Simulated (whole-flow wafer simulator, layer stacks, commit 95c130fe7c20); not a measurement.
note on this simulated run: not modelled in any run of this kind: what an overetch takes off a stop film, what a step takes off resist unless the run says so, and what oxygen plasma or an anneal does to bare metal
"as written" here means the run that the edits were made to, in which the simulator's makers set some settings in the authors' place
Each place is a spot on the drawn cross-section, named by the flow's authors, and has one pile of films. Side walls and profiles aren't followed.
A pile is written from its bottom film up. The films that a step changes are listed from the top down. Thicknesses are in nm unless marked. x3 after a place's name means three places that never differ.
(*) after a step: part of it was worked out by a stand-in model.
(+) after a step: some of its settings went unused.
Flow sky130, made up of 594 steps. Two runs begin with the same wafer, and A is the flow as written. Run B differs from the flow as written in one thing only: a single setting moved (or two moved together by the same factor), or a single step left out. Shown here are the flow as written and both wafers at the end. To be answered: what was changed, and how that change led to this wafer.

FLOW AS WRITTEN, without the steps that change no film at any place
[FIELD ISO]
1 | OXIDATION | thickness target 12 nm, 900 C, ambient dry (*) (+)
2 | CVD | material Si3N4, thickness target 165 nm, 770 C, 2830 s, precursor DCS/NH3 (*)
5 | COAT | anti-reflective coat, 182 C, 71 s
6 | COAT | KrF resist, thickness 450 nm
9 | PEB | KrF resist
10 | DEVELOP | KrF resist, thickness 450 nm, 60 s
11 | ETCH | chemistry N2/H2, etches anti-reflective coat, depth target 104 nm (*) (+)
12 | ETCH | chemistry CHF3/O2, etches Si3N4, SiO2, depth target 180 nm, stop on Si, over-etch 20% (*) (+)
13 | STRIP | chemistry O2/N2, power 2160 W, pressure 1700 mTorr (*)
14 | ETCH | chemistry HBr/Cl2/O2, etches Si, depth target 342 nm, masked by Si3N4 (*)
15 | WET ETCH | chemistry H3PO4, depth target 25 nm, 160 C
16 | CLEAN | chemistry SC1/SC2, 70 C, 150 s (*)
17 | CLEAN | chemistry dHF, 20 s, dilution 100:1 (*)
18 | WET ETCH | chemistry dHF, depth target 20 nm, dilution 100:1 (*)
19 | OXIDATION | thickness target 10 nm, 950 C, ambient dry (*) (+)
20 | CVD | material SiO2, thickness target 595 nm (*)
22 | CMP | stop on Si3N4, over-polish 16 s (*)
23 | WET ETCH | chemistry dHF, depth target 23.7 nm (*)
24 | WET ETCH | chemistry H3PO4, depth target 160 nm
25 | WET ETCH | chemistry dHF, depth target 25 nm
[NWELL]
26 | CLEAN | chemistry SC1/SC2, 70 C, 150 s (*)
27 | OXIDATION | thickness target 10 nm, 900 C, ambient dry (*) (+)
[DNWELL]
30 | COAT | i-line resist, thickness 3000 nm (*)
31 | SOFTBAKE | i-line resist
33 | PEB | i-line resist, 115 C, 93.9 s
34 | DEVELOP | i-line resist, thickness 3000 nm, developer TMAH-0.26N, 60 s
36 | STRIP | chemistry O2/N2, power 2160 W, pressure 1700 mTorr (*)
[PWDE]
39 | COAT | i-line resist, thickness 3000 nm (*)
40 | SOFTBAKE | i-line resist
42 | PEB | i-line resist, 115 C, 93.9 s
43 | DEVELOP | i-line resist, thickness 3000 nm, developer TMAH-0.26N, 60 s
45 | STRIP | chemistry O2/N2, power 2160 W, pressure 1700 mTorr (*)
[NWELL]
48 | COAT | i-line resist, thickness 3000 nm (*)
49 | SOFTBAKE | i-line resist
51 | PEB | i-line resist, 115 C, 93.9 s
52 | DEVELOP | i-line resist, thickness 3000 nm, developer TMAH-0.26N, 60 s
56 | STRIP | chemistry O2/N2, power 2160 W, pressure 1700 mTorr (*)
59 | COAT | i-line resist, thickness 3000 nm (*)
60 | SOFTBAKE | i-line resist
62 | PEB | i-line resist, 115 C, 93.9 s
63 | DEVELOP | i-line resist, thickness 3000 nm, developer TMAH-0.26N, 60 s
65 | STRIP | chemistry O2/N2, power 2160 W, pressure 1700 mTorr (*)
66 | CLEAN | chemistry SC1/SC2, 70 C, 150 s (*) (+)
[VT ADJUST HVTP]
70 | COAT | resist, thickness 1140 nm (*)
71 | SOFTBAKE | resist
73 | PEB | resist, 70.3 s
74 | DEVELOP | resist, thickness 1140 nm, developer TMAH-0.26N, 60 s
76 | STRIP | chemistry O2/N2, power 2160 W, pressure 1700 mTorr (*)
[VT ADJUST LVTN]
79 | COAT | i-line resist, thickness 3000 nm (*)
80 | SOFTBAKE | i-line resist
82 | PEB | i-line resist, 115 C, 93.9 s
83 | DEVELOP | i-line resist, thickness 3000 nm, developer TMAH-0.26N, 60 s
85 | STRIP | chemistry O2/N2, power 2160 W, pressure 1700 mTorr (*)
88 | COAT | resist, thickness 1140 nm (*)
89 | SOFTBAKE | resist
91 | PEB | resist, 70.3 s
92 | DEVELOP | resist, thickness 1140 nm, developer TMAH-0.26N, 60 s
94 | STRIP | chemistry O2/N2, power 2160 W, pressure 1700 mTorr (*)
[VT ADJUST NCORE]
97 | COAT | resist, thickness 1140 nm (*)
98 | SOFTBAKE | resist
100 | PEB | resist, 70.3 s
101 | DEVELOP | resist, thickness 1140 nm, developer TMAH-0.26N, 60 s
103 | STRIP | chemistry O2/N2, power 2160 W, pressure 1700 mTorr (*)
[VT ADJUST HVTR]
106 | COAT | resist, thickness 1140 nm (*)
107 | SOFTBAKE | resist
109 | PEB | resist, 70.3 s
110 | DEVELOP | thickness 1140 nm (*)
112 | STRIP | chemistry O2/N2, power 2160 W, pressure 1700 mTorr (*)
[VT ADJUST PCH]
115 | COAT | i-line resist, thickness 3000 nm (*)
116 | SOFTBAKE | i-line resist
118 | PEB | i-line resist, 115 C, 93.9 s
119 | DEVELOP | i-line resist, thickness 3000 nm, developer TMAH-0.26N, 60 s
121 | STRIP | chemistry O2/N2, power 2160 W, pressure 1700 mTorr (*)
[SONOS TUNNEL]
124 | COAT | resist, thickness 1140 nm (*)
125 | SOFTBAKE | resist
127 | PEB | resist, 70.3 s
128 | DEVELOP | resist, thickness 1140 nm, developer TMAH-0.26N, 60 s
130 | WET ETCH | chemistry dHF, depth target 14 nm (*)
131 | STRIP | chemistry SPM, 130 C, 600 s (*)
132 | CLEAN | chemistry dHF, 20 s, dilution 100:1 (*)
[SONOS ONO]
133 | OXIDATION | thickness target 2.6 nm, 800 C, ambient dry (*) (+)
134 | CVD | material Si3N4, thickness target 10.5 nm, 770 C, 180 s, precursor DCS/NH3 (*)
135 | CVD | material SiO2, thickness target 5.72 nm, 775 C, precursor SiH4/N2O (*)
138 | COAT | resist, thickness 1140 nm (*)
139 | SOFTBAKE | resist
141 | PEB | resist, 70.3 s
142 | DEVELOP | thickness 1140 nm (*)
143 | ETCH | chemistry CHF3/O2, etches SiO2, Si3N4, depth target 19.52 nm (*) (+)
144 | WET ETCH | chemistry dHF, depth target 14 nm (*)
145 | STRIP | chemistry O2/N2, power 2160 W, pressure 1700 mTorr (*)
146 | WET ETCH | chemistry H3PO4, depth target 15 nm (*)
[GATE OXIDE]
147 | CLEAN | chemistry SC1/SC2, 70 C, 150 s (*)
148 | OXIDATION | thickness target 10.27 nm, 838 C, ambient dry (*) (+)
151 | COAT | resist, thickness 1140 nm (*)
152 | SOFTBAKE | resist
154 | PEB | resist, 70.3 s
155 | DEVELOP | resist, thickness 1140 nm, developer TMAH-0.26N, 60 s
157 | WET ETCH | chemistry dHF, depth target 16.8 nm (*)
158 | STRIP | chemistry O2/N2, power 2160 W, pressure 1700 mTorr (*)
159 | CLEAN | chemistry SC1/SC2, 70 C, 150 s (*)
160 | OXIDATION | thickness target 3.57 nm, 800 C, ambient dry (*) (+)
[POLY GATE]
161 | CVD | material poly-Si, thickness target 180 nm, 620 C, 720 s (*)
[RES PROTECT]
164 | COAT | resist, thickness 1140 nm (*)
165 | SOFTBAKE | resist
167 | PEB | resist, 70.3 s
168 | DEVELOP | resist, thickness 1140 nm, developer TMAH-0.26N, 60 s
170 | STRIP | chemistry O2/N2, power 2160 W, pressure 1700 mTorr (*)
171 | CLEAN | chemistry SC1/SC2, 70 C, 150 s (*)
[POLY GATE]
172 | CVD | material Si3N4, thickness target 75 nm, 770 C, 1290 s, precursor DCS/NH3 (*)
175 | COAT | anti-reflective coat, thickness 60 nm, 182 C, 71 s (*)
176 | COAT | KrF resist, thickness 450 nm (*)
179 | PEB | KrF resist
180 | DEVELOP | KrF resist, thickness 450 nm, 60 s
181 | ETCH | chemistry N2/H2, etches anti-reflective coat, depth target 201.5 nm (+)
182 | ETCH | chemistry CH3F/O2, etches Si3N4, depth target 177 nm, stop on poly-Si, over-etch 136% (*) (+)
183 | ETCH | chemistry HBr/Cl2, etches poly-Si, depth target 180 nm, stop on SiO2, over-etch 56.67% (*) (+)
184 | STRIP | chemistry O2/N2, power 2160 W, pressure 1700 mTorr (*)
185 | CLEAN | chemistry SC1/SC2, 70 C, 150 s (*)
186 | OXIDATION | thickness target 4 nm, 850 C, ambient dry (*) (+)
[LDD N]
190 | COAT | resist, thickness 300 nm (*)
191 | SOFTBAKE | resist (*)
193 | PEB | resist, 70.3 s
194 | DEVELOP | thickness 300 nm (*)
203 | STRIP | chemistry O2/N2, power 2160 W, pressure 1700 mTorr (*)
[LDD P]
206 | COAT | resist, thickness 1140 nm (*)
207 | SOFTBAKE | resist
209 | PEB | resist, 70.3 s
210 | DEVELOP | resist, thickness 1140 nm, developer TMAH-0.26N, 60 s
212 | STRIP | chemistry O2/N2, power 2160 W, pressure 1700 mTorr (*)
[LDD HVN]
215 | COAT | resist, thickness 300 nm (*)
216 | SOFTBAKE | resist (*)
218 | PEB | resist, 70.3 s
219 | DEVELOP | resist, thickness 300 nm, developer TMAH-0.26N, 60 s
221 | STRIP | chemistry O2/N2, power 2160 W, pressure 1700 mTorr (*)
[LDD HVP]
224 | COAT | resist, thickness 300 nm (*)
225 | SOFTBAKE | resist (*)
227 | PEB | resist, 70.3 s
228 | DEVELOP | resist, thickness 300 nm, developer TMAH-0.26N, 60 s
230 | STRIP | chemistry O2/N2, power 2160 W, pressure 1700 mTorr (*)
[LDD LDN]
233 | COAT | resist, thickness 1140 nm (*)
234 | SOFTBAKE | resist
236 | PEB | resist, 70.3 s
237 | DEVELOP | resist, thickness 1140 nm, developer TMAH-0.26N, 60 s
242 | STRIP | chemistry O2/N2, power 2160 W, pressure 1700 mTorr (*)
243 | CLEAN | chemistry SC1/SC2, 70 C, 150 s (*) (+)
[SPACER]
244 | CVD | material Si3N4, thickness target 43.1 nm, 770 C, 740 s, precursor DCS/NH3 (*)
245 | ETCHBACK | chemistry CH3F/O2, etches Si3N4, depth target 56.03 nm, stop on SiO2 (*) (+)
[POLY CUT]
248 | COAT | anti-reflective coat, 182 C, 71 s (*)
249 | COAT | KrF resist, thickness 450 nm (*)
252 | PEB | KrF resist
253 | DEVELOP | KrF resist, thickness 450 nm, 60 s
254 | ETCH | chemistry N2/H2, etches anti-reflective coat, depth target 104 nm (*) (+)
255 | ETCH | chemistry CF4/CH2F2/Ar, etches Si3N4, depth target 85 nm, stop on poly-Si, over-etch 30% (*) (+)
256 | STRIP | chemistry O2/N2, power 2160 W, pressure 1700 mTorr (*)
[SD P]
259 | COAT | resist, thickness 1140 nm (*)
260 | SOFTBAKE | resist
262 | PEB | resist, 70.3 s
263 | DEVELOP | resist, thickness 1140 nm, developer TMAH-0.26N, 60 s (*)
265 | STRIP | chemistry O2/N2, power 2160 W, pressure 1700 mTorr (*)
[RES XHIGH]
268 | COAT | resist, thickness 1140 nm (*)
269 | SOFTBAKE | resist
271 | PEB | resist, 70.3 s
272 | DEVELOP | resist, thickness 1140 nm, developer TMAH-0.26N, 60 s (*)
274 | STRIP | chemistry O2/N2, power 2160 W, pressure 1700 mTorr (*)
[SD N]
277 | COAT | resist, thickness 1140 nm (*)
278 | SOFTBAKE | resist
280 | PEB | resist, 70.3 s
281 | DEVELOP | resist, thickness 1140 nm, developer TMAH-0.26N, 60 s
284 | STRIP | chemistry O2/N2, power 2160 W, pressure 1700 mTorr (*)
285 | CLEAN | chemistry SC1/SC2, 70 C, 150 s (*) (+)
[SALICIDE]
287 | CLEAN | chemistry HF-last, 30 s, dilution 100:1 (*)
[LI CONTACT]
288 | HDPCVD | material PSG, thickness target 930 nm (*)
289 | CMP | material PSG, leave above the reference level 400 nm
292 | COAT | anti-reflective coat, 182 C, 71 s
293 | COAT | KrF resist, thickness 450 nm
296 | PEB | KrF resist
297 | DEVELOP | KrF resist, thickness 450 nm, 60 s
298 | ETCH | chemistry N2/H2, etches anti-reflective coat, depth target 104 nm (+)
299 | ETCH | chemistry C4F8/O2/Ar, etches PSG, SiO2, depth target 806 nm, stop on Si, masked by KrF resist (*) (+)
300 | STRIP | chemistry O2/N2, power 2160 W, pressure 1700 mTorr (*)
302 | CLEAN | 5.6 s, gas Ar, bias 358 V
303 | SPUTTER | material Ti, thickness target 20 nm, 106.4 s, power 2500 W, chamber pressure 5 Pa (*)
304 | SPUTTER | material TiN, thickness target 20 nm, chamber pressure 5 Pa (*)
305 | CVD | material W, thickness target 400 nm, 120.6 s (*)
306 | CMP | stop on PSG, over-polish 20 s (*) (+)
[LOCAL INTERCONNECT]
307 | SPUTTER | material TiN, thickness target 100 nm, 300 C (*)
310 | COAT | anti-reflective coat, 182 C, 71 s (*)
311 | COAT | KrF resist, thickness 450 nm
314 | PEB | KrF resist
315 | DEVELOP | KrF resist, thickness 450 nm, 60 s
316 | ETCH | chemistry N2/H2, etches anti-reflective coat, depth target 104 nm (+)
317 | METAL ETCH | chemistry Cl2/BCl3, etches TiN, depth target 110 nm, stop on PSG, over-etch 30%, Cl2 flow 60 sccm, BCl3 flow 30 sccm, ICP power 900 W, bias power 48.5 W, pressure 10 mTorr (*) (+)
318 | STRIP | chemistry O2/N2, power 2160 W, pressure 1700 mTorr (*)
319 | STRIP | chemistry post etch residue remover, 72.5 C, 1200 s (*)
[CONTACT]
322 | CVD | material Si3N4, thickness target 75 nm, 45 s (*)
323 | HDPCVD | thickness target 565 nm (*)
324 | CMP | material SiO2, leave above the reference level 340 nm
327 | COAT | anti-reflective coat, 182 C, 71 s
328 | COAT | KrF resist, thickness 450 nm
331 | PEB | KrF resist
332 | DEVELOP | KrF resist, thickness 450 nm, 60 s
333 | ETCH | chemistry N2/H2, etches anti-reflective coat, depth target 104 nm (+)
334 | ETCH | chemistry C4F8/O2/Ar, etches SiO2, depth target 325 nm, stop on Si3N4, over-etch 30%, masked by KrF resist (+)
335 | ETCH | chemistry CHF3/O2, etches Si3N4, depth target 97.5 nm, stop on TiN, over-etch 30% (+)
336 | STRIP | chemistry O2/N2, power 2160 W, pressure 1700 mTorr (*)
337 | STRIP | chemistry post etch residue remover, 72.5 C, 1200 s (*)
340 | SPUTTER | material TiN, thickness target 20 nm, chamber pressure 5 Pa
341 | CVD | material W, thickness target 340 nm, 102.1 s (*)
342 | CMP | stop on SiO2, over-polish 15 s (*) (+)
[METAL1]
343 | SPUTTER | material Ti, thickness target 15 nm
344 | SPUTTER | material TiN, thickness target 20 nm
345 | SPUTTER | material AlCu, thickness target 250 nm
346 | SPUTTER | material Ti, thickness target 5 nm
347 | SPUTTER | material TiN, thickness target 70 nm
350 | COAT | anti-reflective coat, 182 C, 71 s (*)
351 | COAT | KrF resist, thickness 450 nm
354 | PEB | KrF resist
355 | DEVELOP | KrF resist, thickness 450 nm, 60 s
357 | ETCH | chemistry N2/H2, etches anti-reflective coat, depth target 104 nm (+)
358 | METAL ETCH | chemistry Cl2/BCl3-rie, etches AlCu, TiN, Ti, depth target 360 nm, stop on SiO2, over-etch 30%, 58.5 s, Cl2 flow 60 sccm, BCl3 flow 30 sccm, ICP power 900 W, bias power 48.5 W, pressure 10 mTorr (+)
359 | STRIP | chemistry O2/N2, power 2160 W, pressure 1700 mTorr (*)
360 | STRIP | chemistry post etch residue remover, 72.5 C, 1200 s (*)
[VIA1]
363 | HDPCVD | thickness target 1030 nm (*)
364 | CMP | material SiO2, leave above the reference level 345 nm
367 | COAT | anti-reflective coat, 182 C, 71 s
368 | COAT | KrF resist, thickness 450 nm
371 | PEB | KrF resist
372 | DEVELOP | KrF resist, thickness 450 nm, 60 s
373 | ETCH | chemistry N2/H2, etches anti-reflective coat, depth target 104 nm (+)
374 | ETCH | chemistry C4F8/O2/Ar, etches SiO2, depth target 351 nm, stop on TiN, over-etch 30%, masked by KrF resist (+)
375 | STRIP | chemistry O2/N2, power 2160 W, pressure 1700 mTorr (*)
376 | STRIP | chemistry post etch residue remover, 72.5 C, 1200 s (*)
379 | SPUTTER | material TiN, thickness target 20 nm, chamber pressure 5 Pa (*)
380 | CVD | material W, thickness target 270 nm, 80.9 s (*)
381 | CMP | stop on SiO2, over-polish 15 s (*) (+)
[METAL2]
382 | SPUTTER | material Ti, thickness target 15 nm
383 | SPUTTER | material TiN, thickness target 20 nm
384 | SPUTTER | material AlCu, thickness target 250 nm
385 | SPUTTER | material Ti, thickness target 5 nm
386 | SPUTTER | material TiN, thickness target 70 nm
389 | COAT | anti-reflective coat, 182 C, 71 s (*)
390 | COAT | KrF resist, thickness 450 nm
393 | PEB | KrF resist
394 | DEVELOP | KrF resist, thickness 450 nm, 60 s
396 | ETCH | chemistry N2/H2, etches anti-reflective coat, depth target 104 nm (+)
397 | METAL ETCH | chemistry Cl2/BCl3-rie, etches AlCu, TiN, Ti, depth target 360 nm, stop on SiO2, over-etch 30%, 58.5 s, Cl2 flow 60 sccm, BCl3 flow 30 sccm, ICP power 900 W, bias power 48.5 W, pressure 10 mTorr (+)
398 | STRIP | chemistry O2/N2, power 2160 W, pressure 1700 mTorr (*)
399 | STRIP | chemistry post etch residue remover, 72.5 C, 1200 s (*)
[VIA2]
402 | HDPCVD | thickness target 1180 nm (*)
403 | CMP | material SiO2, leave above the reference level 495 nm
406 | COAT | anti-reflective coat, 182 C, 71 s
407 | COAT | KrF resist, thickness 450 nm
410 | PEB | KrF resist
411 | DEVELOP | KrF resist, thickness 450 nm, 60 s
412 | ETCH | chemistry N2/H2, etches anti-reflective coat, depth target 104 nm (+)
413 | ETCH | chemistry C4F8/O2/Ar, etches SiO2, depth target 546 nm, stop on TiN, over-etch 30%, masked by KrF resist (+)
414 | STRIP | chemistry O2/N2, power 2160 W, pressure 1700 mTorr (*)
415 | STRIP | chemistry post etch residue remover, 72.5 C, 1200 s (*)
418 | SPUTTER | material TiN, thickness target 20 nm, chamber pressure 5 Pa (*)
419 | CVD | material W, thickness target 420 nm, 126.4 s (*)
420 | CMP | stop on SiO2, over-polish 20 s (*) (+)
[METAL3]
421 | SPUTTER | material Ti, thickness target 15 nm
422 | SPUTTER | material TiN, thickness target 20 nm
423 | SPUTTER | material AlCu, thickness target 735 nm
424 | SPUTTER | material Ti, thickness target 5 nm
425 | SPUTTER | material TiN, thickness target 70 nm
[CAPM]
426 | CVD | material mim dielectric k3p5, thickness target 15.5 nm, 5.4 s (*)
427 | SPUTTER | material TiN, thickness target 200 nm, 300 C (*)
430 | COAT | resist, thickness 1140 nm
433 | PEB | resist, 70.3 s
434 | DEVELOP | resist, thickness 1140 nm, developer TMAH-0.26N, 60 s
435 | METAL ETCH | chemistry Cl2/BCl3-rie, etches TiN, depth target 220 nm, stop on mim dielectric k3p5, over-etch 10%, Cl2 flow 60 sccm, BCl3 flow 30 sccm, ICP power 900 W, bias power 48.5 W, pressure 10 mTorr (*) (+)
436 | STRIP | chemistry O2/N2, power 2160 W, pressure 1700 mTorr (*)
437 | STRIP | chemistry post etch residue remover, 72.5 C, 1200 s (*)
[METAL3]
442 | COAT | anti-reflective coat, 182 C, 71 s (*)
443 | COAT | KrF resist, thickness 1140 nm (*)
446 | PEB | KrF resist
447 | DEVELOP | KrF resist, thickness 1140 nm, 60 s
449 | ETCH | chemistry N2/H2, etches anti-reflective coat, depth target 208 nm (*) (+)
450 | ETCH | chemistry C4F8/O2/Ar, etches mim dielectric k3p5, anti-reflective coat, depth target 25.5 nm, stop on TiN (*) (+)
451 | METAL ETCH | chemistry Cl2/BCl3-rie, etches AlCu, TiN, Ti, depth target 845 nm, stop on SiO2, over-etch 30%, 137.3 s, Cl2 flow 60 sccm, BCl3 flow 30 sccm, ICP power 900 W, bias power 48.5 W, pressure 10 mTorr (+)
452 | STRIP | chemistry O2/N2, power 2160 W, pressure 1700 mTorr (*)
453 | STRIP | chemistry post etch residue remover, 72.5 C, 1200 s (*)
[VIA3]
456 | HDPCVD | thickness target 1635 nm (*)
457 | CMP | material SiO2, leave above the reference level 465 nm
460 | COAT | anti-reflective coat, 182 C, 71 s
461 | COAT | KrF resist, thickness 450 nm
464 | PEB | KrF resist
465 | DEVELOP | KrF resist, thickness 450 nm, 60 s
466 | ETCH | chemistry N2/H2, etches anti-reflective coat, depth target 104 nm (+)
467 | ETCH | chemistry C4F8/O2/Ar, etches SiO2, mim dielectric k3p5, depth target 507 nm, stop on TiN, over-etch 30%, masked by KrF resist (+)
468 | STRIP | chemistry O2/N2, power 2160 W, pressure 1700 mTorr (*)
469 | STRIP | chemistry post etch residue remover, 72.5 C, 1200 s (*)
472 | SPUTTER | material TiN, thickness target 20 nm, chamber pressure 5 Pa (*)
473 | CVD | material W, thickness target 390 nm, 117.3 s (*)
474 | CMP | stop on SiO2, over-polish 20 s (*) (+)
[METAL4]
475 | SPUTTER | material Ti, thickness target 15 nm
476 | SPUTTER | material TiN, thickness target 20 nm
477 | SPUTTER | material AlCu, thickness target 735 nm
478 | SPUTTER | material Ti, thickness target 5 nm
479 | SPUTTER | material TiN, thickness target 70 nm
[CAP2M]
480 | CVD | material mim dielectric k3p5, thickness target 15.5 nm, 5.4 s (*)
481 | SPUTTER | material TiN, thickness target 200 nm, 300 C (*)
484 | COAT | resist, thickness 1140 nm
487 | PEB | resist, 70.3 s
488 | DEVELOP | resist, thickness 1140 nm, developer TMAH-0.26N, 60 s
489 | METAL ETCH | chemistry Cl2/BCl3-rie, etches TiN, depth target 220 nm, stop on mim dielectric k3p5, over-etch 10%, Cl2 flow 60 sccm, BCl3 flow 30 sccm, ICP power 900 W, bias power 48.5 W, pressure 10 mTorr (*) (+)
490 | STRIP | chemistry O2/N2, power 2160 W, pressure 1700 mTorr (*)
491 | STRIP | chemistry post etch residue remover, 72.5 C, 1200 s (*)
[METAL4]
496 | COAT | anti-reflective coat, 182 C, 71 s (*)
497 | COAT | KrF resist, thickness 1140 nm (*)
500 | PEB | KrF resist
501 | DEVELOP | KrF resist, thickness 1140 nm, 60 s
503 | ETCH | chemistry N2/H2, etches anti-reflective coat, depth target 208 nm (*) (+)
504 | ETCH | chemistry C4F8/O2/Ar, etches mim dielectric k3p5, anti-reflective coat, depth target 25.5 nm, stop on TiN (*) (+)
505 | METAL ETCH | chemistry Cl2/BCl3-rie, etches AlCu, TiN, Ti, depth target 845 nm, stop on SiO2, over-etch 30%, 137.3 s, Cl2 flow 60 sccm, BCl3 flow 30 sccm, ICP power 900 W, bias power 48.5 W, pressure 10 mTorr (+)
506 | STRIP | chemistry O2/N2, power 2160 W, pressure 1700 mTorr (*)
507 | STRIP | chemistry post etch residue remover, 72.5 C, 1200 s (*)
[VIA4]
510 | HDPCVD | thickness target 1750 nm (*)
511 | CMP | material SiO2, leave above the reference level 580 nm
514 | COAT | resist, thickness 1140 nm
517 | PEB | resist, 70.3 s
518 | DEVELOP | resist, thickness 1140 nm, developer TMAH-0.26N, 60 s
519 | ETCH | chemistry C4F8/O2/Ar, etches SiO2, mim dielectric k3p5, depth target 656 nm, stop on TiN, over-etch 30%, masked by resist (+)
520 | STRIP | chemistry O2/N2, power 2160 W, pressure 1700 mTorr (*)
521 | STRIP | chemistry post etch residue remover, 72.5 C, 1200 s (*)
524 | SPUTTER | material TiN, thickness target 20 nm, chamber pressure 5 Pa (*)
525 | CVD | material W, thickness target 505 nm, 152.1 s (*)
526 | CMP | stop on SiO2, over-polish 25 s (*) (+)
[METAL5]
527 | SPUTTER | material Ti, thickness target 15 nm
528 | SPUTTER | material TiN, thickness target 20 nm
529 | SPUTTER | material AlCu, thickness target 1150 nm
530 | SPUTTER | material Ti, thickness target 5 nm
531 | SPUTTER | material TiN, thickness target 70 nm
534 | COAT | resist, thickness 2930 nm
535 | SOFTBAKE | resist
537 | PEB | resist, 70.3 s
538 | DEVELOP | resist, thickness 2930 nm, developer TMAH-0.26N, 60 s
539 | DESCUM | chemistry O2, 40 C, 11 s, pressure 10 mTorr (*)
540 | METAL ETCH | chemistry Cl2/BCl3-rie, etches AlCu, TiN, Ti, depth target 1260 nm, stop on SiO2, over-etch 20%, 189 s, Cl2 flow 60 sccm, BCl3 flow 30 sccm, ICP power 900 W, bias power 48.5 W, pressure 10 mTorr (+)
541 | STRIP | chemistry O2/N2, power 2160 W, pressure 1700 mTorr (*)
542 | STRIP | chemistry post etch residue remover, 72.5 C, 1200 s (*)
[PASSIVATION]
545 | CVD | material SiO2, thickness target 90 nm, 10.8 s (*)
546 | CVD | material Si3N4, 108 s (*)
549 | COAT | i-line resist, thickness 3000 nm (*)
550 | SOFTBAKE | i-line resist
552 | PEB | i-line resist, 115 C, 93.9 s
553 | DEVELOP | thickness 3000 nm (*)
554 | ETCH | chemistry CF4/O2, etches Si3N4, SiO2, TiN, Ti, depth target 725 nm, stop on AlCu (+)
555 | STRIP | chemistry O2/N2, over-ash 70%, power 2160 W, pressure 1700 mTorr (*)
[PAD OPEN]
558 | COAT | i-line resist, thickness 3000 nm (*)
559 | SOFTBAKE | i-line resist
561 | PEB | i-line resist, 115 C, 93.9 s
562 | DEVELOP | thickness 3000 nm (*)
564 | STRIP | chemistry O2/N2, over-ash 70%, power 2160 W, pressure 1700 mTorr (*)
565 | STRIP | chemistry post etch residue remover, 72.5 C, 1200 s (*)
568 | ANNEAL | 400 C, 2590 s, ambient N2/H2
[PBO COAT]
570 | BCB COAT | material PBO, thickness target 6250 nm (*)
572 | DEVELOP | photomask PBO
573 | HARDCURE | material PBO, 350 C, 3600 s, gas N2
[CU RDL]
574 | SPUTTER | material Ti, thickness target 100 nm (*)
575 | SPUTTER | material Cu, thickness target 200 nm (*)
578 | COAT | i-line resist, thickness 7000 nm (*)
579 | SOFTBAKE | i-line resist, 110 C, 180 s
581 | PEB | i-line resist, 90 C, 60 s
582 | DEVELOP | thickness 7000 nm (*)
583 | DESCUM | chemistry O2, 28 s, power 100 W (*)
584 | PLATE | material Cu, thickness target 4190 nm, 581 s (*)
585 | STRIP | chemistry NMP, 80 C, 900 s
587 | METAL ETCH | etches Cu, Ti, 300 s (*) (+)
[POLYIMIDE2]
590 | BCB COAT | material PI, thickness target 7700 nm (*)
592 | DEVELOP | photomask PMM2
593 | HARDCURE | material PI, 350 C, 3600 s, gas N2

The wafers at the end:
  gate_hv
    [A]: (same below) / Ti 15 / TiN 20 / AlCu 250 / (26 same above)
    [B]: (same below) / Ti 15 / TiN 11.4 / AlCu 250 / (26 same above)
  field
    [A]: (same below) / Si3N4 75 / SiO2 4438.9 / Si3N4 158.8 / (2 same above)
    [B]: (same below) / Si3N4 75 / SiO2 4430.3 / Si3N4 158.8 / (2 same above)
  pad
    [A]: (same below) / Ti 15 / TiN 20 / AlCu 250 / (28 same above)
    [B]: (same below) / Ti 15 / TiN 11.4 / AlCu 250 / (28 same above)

The reason: step 344, SPUTTER: thickness target 11.4 nm was run, though the flow has thickness target 20 nm.
The wafer itself shows it: gate_hv has TiN 11.4, and step 344 as written asks for 20 nm.

The path from the change to this, step by step:
  344 | SPUTTER | material TiN, thickness target 20 nm
      field, active, n_well and 188 more: A +20 TiN (new film) | B +11.4 TiN (new film)
  358 | METAL ETCH | chemistry Cl2/BCl3-rie, etches AlCu, TiN, Ti, depth target 360 nm, stop on SiO2, over-etch 30%, 58.5 s, Cl2 flow 60 sccm, BCl3 flow 30 sccm, ICP power 900 W, bias power 48.5 W, pressure 10 mTorr (+)
      field, active, gate and 81 more: A -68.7 TiN (all of it), -5 Ti (all of it), -250 AlCu (all of it), -20 TiN (all of it), -15 Ti (all of it), -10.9 SiO2 | B -68.7 TiN (all of it), -5 Ti (all of it), -250 AlCu (all of it), -11.4 TiN (all of it), -15 Ti (all of it), -11.8 SiO2
